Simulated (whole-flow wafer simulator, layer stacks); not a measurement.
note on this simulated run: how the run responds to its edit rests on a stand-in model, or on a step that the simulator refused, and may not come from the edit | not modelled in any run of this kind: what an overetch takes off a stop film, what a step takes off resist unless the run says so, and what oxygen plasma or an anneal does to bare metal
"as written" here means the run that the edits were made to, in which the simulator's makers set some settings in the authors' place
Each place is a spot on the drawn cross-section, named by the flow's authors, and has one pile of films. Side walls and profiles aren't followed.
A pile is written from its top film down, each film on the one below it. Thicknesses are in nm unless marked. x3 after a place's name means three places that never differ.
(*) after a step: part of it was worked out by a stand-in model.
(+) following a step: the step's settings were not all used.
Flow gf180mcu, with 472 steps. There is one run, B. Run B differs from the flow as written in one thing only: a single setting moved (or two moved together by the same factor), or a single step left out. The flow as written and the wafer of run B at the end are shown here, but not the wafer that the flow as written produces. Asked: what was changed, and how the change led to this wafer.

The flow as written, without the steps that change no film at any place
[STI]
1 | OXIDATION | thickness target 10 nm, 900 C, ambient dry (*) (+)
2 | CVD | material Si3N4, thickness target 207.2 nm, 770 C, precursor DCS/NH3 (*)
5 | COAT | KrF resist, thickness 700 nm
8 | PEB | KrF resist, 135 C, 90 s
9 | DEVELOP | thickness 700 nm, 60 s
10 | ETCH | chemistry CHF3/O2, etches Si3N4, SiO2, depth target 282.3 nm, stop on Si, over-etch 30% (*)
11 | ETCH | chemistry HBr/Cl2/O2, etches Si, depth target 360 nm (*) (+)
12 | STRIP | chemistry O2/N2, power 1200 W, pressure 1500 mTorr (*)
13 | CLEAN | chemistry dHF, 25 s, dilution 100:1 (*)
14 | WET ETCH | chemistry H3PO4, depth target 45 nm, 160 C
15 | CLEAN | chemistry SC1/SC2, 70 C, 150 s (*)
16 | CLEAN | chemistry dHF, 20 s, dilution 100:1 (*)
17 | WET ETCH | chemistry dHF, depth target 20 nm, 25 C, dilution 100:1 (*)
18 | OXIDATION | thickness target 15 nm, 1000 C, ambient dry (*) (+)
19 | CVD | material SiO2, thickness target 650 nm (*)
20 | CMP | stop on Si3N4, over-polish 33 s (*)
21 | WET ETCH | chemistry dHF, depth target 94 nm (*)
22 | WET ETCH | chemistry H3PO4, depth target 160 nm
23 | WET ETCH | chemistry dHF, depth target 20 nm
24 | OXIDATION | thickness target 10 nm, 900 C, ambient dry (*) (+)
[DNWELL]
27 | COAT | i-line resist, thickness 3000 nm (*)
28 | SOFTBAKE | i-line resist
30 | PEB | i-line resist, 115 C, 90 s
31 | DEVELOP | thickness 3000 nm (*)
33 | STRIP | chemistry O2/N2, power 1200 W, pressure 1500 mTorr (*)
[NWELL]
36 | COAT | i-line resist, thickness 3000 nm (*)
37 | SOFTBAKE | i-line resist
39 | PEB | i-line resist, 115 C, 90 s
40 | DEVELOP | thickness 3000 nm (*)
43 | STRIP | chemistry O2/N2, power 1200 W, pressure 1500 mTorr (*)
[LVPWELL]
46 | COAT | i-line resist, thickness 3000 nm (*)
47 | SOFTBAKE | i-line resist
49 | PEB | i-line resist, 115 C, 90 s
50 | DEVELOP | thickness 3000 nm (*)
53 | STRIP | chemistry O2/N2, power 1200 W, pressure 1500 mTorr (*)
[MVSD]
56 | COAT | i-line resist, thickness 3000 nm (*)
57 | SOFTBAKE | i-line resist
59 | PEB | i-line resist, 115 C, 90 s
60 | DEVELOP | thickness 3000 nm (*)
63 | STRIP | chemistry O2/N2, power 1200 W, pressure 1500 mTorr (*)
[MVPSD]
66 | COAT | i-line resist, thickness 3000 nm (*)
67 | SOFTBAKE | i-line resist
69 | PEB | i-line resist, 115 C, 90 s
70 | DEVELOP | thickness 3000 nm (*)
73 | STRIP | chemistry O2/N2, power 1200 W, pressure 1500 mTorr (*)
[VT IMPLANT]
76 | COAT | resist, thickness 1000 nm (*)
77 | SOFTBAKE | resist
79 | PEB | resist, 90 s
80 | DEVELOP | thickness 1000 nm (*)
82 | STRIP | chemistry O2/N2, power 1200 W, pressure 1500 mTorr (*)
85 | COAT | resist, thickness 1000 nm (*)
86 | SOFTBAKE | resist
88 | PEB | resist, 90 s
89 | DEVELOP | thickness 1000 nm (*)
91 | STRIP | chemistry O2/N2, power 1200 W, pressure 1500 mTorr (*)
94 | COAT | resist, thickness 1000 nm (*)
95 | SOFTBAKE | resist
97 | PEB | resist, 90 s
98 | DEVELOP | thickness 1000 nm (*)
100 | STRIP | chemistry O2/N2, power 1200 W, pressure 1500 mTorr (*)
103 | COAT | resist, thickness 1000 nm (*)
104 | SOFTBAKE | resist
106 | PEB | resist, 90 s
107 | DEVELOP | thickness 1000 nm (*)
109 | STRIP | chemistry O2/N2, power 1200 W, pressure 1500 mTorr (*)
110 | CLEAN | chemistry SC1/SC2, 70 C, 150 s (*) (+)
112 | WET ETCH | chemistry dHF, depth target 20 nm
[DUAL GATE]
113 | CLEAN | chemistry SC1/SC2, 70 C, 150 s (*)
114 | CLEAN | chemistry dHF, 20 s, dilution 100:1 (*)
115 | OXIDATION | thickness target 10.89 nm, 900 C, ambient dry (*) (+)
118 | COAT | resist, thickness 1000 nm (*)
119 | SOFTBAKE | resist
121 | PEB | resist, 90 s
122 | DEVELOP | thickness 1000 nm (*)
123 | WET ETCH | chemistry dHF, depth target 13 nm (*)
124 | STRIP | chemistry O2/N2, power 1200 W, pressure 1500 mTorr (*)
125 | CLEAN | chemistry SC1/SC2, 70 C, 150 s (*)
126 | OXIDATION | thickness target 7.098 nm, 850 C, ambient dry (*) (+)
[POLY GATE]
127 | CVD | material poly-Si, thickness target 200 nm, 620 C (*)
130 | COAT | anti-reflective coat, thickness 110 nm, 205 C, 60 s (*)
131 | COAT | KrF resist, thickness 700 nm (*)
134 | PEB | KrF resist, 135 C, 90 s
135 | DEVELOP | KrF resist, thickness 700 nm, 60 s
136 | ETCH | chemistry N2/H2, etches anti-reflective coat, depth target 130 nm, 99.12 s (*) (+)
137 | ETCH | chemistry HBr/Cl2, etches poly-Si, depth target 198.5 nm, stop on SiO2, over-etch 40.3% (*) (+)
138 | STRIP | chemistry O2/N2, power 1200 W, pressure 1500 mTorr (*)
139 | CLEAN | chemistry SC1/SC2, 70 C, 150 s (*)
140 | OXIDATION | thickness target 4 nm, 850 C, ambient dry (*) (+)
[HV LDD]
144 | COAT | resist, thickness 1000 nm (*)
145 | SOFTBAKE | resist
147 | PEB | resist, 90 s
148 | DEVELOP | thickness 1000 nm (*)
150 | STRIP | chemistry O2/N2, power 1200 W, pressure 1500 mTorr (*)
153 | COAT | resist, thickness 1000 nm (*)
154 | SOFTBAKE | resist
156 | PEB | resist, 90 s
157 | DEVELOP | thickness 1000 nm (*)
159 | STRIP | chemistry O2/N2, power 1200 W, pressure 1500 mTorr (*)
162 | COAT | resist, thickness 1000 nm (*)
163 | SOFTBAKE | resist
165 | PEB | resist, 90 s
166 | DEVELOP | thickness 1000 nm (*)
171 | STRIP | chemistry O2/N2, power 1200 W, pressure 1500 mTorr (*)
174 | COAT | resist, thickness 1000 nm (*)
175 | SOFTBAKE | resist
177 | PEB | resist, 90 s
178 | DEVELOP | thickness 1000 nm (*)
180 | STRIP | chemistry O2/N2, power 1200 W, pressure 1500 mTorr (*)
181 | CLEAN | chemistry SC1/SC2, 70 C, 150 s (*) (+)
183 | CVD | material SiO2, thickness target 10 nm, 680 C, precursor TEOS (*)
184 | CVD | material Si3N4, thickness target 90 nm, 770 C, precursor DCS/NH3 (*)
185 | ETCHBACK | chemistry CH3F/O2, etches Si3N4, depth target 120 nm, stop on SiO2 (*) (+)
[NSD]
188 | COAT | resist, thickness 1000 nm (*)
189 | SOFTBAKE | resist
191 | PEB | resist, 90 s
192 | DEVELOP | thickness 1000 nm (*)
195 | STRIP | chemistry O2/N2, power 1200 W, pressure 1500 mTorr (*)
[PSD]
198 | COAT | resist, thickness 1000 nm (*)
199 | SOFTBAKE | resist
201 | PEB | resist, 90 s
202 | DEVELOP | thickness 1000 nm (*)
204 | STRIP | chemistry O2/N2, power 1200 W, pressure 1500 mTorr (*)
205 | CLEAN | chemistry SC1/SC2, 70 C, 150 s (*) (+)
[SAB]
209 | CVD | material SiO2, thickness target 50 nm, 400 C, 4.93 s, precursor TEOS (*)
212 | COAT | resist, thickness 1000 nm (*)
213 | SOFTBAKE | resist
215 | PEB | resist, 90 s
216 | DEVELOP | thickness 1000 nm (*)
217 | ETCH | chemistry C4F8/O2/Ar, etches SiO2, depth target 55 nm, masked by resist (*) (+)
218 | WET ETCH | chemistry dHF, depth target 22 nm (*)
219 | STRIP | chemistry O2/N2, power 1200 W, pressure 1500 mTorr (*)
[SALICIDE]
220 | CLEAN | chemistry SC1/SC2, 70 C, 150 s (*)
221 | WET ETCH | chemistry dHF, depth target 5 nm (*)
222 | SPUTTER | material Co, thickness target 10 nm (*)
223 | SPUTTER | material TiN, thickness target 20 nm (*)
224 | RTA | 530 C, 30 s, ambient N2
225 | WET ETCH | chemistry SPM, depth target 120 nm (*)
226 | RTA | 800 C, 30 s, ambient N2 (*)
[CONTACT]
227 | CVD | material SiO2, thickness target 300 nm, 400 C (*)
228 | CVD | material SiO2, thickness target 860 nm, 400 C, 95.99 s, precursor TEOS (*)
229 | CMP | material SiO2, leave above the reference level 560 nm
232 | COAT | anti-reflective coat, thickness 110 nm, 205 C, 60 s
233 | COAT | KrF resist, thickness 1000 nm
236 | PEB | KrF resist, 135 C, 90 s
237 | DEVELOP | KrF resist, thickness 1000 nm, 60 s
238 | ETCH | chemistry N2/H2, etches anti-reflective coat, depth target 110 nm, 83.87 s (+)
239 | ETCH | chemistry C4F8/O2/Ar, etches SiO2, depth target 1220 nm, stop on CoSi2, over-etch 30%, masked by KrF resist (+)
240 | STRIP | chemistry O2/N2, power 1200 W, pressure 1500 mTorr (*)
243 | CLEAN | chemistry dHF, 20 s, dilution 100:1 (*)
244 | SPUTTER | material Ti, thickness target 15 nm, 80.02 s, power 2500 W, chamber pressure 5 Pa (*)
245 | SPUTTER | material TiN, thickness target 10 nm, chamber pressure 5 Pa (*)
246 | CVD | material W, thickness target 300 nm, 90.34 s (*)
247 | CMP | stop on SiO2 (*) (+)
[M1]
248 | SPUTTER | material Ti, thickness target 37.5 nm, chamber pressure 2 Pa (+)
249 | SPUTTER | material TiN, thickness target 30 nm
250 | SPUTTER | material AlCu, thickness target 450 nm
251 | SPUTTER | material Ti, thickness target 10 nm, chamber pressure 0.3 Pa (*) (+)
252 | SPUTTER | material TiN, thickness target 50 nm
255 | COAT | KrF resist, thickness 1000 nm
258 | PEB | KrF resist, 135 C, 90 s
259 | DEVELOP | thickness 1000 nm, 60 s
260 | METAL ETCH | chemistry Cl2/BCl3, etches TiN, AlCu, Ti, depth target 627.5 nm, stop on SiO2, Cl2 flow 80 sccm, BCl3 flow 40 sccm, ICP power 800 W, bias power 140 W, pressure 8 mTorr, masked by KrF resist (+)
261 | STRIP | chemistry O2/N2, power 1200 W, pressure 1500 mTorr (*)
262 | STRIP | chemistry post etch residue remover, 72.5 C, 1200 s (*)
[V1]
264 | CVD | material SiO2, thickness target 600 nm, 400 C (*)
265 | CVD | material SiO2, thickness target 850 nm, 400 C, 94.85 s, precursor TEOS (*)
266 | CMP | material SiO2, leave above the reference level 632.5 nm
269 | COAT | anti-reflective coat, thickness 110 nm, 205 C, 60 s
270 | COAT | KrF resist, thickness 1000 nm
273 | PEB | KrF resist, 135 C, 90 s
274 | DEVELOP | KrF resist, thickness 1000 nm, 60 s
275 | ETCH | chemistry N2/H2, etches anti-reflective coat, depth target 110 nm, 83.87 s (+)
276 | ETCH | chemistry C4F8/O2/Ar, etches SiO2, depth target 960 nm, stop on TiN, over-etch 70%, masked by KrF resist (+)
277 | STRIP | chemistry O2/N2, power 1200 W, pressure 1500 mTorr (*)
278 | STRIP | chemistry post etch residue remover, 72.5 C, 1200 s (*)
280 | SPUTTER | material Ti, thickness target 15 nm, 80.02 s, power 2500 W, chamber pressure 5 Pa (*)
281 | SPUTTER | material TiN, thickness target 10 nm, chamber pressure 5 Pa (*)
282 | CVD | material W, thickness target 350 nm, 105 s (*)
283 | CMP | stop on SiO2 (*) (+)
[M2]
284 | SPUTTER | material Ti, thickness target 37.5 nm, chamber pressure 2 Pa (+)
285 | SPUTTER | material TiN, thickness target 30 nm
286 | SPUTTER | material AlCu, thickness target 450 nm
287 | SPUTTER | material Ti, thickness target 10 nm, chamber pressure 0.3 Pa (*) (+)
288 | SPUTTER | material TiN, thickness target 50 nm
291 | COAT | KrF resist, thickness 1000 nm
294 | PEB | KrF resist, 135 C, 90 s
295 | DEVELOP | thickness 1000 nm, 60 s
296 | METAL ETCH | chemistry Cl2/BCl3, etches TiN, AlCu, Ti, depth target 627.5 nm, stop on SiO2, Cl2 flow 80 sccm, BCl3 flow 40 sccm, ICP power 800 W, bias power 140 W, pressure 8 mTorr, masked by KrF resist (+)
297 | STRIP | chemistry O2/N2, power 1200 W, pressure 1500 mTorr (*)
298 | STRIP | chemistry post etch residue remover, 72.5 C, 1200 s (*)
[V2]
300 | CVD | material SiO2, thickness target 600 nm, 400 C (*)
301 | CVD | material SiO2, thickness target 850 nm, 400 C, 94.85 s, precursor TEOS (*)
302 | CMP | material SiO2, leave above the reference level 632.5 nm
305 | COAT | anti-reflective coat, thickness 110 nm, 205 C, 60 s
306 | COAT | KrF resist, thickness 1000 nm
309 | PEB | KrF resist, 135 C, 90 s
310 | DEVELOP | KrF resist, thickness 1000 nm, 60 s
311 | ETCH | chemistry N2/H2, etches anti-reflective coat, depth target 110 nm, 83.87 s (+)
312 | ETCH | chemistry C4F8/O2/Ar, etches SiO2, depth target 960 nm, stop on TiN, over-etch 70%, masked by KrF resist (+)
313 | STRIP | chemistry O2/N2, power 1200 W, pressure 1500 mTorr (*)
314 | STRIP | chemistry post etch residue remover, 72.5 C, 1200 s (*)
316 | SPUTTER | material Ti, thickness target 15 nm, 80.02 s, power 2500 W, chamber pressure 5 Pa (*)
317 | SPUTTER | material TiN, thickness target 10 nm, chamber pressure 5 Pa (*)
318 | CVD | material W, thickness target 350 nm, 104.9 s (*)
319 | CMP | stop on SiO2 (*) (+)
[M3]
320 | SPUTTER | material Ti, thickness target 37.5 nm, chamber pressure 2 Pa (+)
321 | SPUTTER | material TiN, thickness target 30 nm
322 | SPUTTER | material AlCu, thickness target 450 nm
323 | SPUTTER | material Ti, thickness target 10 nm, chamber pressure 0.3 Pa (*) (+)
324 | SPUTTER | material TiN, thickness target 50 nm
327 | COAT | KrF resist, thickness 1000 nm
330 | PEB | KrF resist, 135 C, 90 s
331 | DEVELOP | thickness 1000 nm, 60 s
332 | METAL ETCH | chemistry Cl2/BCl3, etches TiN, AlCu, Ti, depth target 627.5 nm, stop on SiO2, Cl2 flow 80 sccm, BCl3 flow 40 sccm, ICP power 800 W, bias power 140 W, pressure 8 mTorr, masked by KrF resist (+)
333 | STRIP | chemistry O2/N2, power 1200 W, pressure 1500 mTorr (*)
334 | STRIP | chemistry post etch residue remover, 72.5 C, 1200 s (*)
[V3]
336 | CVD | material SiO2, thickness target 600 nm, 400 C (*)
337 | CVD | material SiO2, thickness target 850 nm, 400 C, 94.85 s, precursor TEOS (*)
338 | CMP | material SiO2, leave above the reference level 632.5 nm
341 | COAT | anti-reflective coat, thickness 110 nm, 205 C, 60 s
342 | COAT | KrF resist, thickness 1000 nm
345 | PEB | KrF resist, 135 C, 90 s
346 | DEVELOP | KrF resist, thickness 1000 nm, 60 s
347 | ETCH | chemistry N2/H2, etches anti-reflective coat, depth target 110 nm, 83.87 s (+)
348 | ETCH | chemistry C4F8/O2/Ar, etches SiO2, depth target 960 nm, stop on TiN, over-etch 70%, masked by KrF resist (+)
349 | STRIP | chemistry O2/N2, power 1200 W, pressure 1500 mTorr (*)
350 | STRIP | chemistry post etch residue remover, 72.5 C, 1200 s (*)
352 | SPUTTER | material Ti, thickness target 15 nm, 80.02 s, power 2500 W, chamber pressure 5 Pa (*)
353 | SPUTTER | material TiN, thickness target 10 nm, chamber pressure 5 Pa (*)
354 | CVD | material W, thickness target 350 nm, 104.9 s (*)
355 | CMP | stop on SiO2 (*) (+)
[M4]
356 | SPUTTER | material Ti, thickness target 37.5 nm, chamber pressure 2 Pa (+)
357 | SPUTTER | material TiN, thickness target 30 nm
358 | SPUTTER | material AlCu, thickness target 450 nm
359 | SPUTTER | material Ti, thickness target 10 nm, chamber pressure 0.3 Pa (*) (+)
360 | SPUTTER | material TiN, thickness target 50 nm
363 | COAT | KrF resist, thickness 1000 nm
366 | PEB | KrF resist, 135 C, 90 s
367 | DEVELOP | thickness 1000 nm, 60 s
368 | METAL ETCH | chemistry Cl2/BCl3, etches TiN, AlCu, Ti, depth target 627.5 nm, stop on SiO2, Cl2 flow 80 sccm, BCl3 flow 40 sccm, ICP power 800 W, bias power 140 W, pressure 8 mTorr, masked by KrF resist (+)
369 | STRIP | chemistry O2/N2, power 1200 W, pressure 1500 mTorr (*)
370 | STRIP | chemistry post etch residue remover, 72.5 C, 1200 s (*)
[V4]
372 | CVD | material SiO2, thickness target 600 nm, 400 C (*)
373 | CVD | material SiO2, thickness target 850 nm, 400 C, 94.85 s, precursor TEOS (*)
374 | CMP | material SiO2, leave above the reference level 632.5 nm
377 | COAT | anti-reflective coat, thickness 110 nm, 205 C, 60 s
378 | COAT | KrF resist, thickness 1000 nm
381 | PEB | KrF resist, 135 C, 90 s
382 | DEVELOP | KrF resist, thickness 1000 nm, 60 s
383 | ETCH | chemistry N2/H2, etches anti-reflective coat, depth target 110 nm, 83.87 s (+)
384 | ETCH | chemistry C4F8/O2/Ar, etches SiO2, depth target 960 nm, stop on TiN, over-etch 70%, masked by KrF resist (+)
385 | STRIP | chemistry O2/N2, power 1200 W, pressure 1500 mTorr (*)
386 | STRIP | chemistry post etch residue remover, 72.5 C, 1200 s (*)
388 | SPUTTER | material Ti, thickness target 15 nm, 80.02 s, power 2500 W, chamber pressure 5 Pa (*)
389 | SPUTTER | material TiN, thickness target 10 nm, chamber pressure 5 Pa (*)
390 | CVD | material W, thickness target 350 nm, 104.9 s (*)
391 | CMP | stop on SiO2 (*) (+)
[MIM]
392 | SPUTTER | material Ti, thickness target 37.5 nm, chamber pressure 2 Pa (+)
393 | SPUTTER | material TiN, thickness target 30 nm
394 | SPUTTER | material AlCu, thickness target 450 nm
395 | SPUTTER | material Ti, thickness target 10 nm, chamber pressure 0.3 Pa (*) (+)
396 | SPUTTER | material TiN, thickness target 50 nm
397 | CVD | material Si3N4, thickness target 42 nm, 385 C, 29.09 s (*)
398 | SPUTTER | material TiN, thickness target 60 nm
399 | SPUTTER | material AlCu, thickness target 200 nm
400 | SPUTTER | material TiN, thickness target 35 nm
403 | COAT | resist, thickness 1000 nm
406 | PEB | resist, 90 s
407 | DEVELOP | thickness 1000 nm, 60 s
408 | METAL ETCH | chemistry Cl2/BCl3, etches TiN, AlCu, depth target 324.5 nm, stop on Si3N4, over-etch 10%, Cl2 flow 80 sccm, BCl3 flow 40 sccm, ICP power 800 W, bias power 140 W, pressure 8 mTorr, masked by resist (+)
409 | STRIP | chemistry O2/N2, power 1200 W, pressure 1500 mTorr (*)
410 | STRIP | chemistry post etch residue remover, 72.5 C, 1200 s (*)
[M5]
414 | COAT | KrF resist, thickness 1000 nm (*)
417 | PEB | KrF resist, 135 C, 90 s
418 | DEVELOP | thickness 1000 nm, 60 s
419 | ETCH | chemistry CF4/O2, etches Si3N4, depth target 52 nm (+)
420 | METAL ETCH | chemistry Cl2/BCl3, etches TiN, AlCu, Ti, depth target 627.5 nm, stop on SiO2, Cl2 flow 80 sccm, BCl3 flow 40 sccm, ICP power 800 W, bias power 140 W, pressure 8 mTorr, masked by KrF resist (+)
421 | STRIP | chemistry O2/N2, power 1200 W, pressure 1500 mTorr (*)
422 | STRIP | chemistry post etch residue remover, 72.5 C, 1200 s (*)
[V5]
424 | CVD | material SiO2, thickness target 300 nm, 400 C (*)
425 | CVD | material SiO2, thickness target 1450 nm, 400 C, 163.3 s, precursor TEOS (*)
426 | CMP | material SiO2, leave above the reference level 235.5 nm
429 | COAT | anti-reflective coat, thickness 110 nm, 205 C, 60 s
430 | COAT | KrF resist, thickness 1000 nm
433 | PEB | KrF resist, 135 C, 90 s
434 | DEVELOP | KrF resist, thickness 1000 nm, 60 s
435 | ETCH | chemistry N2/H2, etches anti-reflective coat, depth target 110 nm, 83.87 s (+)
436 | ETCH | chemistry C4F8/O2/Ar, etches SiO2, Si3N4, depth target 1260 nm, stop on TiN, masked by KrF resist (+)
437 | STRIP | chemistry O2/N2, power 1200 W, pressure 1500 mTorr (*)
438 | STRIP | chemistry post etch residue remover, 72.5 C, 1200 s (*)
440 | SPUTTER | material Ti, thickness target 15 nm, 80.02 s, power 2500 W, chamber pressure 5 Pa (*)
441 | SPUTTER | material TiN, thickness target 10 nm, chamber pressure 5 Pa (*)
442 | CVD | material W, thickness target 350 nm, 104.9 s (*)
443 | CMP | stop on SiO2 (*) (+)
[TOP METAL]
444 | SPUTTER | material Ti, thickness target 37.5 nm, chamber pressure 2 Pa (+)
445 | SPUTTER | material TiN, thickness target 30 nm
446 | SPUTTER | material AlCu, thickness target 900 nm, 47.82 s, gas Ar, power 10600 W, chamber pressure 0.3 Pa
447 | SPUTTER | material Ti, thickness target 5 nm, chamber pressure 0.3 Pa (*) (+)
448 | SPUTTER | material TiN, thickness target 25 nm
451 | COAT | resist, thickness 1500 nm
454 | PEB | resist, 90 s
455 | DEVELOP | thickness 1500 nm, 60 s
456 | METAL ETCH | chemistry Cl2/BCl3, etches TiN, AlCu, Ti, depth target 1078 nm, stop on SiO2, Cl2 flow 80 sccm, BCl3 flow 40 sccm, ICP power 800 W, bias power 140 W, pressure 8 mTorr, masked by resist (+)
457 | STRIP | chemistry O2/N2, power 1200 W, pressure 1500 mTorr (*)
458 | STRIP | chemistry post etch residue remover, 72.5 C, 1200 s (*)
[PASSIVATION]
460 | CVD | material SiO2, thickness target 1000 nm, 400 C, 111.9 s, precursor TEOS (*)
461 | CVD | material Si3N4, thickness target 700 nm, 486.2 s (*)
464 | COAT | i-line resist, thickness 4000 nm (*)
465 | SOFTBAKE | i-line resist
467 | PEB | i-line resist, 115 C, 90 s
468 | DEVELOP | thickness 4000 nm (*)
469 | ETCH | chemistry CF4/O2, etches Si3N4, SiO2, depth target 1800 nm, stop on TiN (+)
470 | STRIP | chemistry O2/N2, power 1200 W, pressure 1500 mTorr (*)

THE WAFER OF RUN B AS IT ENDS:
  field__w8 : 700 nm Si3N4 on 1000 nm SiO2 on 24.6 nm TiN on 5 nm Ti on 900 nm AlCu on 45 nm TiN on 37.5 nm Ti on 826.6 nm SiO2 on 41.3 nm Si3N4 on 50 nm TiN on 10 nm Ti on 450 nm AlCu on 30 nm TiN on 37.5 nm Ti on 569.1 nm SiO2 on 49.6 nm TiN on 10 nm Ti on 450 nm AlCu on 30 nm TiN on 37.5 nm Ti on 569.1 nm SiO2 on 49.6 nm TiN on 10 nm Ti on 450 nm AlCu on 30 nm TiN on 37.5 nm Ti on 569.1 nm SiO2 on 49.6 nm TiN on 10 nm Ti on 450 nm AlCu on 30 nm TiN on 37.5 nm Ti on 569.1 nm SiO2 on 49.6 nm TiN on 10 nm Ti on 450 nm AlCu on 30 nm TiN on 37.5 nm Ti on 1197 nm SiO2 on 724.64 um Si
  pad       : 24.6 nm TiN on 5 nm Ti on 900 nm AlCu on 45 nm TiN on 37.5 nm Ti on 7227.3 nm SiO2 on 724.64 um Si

What caused this: step 445, SPUTTER: thickness target 45 nm was run, though the flow has thickness target 30 nm.
One can read it off the wafer: field__w8 has TiN 45, and step 445 as written asks for 30 nm.

Step by step, how the change led to this:
  445 | SPUTTER | material TiN, thickness target 30 nm
      field, field__w1, field__w2 and 109 more: +45 TiN (new film) (it would be, as written: +30 TiN (new film))
  456 | METAL ETCH | chemistry Cl2/BCl3, etches TiN, AlCu, Ti, depth target 1078 nm, stop on SiO2, Cl2 flow 80 sccm, BCl3 flow 40 sccm, ICP power 800 W, bias power 140 W, pressure 8 mTorr, masked by resist (+)
      field, field__w1, field__w2 and 103 more: -25 TiN (all of it), -5 Ti (all of it), -900 AlCu (all of it), -45 TiN (all of it), -37.5 Ti (all of it) (it would be, as written: -25 TiN (all of it), -5 Ti (all of it), -900 AlCu (all of it), -30 TiN (all of it), -37.5 Ti (all of it))
  465 | SOFTBAKE | i-line resist
      field__w5, field__w9: +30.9 i-line resist (it would be, as written: +37.3 i-line resist)
      field__w11, field__w13: +32 i-line resist (it would be, as written: +37.9 i-line resist)
      (as well as at 61 more places)
